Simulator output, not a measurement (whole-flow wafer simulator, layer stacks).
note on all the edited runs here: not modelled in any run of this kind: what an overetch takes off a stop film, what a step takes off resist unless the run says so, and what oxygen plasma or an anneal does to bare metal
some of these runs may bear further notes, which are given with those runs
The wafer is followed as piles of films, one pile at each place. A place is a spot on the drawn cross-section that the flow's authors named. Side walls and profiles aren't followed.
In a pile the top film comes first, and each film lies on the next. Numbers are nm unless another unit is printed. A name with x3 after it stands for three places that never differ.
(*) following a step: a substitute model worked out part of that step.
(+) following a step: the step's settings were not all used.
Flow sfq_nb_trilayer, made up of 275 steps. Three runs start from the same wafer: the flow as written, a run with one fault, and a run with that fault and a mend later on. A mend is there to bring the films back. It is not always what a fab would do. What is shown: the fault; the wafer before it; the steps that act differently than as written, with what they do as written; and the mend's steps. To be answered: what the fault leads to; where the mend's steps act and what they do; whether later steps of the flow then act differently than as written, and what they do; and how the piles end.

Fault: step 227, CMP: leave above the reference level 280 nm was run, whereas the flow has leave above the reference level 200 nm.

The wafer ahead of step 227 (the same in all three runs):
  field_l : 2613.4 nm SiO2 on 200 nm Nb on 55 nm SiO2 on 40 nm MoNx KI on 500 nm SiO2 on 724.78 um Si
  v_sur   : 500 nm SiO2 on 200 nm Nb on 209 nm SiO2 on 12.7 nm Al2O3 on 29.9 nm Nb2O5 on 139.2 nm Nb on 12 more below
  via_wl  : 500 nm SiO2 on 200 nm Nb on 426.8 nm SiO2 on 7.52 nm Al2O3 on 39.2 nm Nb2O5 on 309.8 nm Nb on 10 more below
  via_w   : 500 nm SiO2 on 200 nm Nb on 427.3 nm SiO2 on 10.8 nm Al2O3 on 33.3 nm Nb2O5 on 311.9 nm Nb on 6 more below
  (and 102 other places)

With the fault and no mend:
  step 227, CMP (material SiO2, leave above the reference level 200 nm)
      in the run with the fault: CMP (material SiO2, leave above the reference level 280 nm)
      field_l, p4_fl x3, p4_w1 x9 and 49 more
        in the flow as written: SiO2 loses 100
        in the run with the fault: SiO2 loses 20
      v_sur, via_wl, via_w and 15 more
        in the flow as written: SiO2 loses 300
        in the run with the fault: SiO2 loses 220
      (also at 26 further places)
  Later steps of the flow acting differently than as written (4 other steps are not shown; they differ only slightly, by no more than 2% or 0.5 nm, whichever is larger):
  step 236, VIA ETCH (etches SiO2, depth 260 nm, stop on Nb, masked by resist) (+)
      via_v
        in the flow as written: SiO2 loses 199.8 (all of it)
        in the run with the fault: SiO2 loses 260
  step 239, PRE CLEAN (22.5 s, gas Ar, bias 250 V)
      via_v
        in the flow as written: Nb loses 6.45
        in the run with the fault: SiO2 loses 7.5
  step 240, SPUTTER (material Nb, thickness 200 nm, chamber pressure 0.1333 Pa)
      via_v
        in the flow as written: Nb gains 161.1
        in the run with the fault: Nb gains 146.9 (new film)
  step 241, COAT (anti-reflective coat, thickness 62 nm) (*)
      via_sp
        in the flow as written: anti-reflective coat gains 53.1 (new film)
        in the run with the fault: anti-reflective coat gains 50 (new film)
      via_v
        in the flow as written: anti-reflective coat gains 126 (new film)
        in the run with the fault: anti-reflective coat gains 129.5 (new film)
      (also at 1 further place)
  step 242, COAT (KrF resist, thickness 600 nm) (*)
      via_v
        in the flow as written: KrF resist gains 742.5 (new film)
        in the run with the fault: KrF resist gains 801.5 (new film)
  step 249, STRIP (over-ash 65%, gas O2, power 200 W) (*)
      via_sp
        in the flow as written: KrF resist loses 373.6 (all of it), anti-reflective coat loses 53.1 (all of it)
        in the run with the fault: KrF resist loses 369.5 (all of it), anti-reflective coat loses 50 (all of it)
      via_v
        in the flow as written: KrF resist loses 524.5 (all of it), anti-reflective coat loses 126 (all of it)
        in the run with the fault: KrF resist loses 583.4 (all of it), anti-reflective coat loses 129.5 (all of it)
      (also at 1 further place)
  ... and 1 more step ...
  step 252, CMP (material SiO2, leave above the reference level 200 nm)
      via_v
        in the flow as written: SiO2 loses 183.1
        in the run with the fault: SiO2 loses 157.1
  The piles end different from the flow's at field_l, v_sur, via_wl and 103 more by more than 2% or 0.5 nm, whichever is larger.
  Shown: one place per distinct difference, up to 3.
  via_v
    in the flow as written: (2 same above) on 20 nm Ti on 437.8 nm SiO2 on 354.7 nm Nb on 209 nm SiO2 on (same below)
    in the run with the fault: (2 same above) on 20 nm Ti on 513.3 nm SiO2 on 146.9 nm Nb on 12.3 nm SiO2 on 200 nm Nb on 209 nm SiO2 on (same below)
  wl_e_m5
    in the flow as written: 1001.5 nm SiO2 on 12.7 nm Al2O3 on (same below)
    in the run with the fault: 1081.5 nm SiO2 on 12.7 nm Al2O3 on (same below)
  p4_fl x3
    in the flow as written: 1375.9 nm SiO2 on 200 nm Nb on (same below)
    in the run with the fault: 1455.9 nm SiO2 on 200 nm Nb on (same below)

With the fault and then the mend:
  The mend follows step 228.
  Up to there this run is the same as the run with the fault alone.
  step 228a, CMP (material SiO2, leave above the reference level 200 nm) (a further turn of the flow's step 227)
      field_l, v_sur, via_wl and 103 more
        SiO2 loses 80
  Every later step of the flow that is run acts as written at every place that is followed.
  At every place that both follow, the piles at the end match the flow's.
